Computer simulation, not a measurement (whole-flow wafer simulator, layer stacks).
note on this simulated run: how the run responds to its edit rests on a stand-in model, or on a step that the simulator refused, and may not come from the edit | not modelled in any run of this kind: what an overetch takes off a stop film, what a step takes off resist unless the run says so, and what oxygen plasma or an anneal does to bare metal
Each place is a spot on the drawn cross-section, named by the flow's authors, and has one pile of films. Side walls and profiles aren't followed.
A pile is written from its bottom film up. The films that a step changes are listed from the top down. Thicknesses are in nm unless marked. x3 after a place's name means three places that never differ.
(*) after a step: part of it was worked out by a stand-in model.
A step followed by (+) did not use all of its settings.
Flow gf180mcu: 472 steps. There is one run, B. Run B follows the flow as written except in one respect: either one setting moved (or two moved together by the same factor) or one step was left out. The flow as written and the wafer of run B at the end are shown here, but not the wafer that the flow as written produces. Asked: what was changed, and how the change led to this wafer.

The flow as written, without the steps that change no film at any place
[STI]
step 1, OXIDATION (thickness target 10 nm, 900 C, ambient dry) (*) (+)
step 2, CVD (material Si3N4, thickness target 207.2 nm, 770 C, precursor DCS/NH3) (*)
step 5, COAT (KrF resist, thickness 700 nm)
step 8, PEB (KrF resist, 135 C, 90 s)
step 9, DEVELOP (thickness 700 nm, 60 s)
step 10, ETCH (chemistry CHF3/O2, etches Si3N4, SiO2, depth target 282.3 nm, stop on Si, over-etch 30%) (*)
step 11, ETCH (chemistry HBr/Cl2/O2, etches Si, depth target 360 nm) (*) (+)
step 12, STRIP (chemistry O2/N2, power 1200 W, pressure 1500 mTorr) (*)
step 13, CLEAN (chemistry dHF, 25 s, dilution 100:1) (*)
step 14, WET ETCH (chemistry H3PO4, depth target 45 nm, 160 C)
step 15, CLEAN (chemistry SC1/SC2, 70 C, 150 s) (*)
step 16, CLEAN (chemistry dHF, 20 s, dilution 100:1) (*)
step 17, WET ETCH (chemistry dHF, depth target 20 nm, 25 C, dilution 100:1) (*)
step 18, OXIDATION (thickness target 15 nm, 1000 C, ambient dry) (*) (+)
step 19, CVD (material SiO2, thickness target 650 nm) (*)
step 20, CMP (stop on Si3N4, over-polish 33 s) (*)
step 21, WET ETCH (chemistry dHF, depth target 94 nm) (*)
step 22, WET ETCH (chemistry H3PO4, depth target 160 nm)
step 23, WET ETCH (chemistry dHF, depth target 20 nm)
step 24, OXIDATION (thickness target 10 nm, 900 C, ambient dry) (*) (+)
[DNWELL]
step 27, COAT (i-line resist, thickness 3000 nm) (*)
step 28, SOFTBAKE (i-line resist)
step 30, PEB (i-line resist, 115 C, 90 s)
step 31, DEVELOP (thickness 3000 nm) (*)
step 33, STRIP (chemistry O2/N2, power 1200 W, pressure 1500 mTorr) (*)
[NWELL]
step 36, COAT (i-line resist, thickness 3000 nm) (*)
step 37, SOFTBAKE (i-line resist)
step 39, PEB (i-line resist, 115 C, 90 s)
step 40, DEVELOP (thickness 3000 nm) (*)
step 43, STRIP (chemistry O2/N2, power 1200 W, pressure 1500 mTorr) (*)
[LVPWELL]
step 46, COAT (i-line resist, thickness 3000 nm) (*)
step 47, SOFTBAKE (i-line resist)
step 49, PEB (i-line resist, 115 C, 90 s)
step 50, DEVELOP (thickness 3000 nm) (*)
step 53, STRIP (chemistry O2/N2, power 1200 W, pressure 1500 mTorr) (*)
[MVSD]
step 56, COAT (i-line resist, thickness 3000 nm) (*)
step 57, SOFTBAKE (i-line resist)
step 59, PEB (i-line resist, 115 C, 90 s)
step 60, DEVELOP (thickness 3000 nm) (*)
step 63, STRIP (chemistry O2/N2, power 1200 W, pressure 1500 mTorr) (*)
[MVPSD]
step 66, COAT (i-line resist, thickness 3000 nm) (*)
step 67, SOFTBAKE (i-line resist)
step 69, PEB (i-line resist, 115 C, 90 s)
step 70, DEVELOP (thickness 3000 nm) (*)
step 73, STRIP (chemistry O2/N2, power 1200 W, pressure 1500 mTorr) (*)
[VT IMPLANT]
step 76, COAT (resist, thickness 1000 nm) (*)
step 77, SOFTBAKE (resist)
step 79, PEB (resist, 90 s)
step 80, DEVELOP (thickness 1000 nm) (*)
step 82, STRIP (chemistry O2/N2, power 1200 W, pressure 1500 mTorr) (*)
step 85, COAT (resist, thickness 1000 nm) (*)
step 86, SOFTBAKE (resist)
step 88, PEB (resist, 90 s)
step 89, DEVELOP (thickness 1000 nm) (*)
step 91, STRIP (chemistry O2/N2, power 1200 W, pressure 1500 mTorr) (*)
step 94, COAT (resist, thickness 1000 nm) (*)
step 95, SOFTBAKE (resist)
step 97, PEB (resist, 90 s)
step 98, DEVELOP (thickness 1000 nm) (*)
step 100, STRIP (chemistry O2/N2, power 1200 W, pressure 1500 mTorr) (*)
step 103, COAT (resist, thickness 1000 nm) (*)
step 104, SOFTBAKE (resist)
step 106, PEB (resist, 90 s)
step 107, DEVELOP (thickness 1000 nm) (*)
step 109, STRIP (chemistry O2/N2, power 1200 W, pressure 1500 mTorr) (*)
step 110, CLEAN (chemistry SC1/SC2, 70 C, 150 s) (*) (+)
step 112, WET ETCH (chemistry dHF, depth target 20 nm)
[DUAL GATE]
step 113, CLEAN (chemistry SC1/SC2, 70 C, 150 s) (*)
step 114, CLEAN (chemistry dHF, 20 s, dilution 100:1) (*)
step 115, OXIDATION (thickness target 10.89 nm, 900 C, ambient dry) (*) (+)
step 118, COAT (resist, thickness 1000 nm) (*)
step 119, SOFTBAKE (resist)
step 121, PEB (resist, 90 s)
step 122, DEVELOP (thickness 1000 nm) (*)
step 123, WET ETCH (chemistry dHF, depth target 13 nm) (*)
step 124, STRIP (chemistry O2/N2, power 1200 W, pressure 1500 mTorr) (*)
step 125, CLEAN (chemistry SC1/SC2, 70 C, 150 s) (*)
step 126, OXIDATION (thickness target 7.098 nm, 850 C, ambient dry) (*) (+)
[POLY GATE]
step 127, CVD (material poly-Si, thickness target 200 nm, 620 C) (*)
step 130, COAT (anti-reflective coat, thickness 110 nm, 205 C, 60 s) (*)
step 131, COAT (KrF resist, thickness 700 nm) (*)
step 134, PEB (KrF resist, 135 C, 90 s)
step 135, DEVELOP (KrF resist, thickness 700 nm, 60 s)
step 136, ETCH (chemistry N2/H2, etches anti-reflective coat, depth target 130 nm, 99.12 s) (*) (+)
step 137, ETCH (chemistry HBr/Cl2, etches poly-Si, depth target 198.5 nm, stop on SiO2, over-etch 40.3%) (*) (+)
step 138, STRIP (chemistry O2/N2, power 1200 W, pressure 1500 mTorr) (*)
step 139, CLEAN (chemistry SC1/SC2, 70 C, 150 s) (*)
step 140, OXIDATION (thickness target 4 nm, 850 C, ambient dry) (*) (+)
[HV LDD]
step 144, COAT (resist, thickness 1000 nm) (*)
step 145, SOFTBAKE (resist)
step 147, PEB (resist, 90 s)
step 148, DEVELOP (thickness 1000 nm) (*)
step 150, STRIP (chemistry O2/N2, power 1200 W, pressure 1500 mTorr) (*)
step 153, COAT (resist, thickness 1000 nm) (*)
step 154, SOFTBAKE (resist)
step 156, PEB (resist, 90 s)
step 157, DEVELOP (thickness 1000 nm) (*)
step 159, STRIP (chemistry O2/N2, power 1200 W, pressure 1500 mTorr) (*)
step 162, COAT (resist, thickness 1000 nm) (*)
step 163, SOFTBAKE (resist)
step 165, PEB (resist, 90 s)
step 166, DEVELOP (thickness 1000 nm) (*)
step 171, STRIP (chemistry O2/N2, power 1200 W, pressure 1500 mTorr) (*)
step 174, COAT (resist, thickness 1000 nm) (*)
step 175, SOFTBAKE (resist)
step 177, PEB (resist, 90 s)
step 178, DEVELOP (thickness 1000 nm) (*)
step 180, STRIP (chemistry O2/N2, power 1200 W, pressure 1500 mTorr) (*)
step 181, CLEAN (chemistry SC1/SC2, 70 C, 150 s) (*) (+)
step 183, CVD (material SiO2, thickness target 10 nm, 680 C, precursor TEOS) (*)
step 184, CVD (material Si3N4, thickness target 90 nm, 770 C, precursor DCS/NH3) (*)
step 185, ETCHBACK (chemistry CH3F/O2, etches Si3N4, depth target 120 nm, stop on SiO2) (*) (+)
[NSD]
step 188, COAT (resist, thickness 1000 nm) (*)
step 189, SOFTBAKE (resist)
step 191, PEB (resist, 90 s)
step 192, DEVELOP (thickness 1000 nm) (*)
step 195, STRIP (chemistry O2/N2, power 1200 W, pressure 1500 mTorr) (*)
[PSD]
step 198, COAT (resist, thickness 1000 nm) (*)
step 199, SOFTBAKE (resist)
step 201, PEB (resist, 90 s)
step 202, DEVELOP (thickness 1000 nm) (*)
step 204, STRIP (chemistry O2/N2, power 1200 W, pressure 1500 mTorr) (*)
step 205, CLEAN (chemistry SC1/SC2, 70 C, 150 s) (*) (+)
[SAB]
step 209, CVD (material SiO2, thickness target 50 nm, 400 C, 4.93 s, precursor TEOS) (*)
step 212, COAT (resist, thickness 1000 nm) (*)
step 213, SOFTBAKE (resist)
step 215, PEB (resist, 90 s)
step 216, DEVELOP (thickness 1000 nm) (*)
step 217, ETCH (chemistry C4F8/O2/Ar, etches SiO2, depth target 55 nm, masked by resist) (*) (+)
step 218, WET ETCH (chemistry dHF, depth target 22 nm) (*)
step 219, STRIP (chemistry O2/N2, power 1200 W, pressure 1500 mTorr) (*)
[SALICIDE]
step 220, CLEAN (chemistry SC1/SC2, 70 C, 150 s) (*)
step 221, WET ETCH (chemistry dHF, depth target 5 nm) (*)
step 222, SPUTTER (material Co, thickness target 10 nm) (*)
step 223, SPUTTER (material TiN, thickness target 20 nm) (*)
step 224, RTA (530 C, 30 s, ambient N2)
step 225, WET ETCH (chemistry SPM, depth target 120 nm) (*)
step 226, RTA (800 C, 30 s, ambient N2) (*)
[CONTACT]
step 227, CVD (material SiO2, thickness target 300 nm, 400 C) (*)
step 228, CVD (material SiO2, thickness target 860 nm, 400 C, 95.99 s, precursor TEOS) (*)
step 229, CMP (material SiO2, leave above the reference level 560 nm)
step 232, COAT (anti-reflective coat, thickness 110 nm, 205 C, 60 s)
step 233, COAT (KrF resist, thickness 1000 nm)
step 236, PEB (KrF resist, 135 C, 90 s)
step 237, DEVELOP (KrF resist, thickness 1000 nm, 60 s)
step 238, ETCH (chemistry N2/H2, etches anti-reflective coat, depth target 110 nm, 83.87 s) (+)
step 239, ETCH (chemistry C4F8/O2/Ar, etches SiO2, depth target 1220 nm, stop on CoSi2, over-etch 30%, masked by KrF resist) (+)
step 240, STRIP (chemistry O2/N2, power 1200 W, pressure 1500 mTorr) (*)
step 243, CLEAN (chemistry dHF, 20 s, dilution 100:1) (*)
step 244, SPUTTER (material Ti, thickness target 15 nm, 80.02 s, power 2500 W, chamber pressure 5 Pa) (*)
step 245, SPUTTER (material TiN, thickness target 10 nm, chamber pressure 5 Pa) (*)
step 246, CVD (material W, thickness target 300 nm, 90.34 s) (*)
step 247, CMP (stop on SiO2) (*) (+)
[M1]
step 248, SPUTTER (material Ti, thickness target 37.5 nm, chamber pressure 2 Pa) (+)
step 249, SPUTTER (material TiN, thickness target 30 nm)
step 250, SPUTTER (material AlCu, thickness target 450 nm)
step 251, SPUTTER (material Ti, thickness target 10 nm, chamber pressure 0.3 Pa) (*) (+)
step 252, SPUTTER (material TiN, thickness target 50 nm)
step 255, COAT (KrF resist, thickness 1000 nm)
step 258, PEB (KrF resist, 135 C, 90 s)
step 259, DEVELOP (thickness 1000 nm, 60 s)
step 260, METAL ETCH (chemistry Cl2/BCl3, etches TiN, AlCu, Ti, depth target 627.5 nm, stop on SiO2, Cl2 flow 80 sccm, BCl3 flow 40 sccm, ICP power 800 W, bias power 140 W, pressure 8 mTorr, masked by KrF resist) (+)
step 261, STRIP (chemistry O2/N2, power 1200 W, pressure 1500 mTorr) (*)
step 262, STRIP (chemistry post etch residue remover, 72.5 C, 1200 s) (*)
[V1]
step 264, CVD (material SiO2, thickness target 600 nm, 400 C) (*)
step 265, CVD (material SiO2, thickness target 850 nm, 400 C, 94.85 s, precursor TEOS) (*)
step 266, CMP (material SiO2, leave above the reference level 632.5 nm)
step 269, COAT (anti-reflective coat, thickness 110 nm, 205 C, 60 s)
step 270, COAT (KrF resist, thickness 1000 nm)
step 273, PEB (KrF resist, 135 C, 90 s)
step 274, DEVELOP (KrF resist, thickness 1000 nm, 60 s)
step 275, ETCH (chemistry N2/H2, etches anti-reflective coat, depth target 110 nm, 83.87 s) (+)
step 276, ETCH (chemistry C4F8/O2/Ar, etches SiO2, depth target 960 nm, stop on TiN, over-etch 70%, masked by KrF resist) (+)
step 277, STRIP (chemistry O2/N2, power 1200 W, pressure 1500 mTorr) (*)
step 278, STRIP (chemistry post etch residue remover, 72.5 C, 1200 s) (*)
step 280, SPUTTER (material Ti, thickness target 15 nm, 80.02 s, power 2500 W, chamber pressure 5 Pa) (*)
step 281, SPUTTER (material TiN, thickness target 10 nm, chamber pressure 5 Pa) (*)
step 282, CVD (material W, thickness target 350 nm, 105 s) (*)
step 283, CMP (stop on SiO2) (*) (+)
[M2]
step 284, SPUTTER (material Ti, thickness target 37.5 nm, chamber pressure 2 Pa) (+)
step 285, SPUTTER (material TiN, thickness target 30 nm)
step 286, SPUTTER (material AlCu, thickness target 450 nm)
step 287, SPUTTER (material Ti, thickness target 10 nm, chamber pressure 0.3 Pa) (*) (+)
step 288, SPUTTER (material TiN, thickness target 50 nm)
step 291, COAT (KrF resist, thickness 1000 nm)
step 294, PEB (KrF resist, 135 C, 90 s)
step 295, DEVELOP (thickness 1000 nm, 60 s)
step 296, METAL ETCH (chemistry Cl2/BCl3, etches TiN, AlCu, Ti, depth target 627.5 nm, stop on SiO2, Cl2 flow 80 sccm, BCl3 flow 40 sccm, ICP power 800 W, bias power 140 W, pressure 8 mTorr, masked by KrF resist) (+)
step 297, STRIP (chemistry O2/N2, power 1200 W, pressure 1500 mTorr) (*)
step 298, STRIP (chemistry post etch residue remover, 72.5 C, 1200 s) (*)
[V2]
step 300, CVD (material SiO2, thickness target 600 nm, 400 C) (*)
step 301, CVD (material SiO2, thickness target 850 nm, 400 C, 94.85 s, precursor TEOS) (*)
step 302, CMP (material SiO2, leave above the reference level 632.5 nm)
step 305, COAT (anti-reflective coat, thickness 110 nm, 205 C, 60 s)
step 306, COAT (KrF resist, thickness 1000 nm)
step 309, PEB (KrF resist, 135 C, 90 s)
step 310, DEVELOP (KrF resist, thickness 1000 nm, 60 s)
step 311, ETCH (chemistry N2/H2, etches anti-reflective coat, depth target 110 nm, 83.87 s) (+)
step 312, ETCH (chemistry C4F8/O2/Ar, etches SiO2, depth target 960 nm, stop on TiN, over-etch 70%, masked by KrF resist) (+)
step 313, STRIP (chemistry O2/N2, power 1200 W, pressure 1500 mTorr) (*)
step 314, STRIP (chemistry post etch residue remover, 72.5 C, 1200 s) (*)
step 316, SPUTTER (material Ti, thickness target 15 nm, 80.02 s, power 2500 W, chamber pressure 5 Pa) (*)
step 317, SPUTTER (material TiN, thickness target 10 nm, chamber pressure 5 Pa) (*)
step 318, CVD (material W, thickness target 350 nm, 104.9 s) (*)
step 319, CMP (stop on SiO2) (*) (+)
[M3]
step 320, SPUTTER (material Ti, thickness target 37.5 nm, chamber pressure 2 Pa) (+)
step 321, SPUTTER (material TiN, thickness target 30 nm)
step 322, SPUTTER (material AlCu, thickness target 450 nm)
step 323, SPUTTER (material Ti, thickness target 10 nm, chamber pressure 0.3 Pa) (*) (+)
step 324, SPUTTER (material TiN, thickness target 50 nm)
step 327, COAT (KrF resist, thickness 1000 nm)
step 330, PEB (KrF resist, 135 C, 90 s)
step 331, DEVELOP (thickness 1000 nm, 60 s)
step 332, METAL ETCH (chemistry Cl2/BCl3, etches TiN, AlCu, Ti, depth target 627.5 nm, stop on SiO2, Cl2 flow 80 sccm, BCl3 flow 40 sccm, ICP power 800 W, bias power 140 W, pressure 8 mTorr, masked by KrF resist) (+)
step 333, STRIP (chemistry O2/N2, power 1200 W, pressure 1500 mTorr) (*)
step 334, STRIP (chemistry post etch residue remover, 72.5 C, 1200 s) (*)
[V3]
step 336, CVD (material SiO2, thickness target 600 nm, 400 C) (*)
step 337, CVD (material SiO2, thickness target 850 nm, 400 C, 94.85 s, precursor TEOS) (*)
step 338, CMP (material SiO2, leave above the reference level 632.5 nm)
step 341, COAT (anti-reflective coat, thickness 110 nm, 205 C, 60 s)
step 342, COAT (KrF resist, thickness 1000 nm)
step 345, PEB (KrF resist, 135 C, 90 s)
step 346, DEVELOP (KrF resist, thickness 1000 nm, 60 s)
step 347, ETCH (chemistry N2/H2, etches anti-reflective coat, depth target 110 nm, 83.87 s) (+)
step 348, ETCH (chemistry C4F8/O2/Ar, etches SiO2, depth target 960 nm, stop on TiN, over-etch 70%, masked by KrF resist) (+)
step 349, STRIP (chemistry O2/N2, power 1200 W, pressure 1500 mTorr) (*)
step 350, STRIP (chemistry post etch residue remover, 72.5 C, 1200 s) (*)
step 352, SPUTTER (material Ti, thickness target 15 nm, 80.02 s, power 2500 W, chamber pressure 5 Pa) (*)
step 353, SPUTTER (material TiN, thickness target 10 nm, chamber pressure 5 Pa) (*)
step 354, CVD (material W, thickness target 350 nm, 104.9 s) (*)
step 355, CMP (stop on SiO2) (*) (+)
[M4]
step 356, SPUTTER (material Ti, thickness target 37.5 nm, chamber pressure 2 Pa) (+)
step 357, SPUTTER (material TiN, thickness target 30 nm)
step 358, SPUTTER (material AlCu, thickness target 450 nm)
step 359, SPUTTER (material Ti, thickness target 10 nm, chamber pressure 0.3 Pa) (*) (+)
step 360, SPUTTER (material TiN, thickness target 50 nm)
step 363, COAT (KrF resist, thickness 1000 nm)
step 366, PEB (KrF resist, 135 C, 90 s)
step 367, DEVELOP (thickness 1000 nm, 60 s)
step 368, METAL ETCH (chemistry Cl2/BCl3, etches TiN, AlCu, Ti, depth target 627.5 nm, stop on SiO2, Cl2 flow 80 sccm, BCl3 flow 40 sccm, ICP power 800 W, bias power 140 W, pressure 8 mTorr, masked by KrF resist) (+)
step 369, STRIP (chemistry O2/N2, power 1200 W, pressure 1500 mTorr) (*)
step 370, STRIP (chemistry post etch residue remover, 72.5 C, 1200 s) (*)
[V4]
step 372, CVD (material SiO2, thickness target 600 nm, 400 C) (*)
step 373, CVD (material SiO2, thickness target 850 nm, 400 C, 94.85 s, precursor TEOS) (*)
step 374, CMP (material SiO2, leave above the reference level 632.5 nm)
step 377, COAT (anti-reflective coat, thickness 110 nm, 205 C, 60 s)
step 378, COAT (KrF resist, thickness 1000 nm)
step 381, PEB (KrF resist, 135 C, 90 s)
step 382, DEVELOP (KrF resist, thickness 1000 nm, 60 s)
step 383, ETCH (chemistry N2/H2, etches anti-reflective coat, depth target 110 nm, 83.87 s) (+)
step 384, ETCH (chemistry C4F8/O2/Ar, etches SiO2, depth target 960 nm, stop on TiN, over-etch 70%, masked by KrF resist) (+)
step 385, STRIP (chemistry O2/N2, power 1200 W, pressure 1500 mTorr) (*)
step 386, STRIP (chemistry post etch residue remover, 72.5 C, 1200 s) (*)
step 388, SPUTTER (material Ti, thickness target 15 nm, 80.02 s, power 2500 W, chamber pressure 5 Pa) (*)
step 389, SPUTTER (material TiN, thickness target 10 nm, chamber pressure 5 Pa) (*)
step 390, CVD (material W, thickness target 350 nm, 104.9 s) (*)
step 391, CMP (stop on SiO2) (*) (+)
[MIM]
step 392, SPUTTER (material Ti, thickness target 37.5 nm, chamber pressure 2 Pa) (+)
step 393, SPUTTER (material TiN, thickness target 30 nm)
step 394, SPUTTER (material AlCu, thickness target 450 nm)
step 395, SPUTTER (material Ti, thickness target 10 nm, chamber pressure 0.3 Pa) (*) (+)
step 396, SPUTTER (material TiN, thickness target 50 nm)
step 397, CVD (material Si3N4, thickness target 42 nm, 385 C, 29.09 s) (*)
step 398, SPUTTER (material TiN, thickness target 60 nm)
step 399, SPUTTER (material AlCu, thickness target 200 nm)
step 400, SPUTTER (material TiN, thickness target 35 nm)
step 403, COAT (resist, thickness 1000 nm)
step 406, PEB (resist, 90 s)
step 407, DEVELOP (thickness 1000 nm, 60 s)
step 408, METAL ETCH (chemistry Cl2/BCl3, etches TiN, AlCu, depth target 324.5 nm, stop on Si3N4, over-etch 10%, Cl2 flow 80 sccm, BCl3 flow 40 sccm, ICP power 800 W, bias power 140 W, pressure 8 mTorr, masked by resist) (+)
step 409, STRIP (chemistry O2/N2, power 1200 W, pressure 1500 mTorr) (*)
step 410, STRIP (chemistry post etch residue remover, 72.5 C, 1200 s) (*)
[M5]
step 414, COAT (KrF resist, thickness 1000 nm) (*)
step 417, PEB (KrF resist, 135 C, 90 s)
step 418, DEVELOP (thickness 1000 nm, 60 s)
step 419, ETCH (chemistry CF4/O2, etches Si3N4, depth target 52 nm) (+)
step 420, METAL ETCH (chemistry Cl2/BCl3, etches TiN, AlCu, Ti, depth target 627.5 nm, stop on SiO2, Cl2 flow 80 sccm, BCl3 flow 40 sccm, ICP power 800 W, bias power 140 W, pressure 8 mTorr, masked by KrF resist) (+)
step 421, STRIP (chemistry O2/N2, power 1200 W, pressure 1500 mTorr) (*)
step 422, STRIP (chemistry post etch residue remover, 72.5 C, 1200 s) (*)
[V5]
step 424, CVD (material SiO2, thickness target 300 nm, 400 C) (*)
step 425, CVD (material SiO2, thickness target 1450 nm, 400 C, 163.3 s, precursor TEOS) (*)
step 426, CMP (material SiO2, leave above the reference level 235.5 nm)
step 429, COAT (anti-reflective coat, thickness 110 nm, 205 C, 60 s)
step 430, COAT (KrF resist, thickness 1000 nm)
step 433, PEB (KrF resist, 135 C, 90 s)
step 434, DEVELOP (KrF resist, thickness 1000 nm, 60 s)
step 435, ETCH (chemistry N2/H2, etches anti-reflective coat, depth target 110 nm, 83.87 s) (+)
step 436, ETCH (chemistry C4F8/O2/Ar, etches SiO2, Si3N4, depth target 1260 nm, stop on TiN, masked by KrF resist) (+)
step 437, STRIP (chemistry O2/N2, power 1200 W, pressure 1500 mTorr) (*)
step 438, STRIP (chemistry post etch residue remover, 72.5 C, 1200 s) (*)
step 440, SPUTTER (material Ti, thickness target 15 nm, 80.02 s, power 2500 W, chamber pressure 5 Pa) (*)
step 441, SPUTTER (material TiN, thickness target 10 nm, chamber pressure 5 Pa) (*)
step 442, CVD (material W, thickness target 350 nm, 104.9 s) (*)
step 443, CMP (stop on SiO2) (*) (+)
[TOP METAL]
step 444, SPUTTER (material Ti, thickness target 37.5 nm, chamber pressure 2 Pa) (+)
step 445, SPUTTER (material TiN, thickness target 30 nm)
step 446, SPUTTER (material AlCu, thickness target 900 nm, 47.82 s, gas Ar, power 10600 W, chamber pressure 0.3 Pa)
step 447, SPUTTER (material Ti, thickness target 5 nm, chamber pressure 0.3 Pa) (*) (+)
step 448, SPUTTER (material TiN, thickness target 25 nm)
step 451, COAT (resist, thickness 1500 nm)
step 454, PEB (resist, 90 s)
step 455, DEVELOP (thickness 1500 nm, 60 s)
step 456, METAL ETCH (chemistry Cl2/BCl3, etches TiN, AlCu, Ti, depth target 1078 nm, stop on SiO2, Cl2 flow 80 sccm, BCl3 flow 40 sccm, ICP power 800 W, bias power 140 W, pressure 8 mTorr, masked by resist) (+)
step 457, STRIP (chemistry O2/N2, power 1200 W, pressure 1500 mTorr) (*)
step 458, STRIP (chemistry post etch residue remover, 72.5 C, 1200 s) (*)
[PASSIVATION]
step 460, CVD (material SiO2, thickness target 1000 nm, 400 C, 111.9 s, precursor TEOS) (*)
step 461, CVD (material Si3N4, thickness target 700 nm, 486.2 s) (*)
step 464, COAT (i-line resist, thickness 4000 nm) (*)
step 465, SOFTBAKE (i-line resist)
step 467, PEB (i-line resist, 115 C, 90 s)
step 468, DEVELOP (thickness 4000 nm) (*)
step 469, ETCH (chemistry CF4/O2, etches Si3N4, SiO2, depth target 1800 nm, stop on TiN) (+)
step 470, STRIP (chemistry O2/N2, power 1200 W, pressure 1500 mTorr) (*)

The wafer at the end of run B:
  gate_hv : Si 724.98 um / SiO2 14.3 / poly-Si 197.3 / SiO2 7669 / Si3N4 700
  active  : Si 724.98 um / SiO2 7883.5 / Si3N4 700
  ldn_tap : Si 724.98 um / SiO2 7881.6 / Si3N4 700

The reason: step 222, SPUTTER: material Co, thickness target 10 nm (*), was omitted.

How this came from the change, step by step:
  step 224, RTA (530 C, 30 s, ambient N2)
      gate, gate_hv, gate_p and 22 more: nothing (as written it would have been: under 1 film: +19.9 CoSi (new film), -10 Co (all of it), -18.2 poly-Si)
      active, p_well, sd_n and 11 more: nothing (as written it would have been: under 1 film: +19.9 CoSi (new film), -10 Co (all of it), -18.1 Si)
      (as well as at 10 more places)
  step 225, WET ETCH (chemistry SPM, depth target 120 nm) (*)
      field, field__w7, field__w8 and 32 more: -20 TiN (all of it) (as written it would have been: -20 TiN (all of it), -10 Co (all of it))
      field_sub, field_sub__w2: -19.9 TiN (all of it) (as written it would have been: -19.9 TiN (all of it), -9.95 Co (all of it))
      (as well as at 25 more places)
  step 226, RTA (800 C, 30 s, ambient N2) (*)
      gate, gate_hv, gate_p and 22 more: nothing (as written it would have been: +35 CoSi2 (new film), -19.9 CoSi (all of it), -18.2 poly-Si)
      active, p_well, sd_n and 11 more: nothing (as written it would have been: +35 CoSi2 (new film), -19.9 CoSi (all of it), -18.1 Si)
      (as well as at 10 more places)
  step 239, ETCH (chemistry C4F8/O2/Ar, etches SiO2, depth target 1220 nm, stop on CoSi2, over-etch 30%, masked by KrF resist) (+)
      polyc_n, polyc_p: -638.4 SiO2 (all of it), -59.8 poly-Si (as written it would have been: -638.6 SiO2 (all of it))
      contact: -859.2 SiO2 (all of it), -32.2 Si (as written it would have been: -859.2 SiO2 (all of it))
  step 240, STRIP (chemistry O2/N2, power 1200 W, pressure 1500 mTorr) (*)
      polyc_n, polyc_p: +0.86 chemical SiO2 (new film), -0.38 poly-Si (as written it would have been: nothing)
      contact: +0.86 chemical SiO2 (new film), -0.38 Si (as written it would have been: nothing)
  step 243, CLEAN (chemistry dHF, 20 s, dilution 100:1) (*)
      contact, polyc_n, polyc_p: -0.86 chemical SiO2 (all of it) (as written it would have been: -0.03 CoSi2)
  step 246, CVD (material W, thickness target 300 nm, 90.34 s) (*)
      polyc_n, polyc_p: +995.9 W (new film) (as written it would have been: +936 W (new film))
      contact: +1200.3 W (new film) (as written it would have been: +1167.5 W (new film))
  step 471, ANNEAL (400 C, 1800 s, ambient N2/H2)
      polyc_n, polyc_p: under 9 films: +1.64 void (new film), -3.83 Ti, +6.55 TiSi first (new film), -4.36 poly-Si (as written it would have been: nothing)
      contact: under 49 films: +1.62 void (new film), -3.83 Ti, +6.55 TiSi first (new film), -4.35 Si (as written it would have been: nothing)
If metal films that touch count as one body, gate_hv has 0 bodies; the flow as written gives 1 body.
If metal films that touch count as one body, active has 0 bodies; the flow as written gives 1 body.
If metal films that touch count as one body, ldn_tap has 0 bodies; the flow as written gives 1 body.
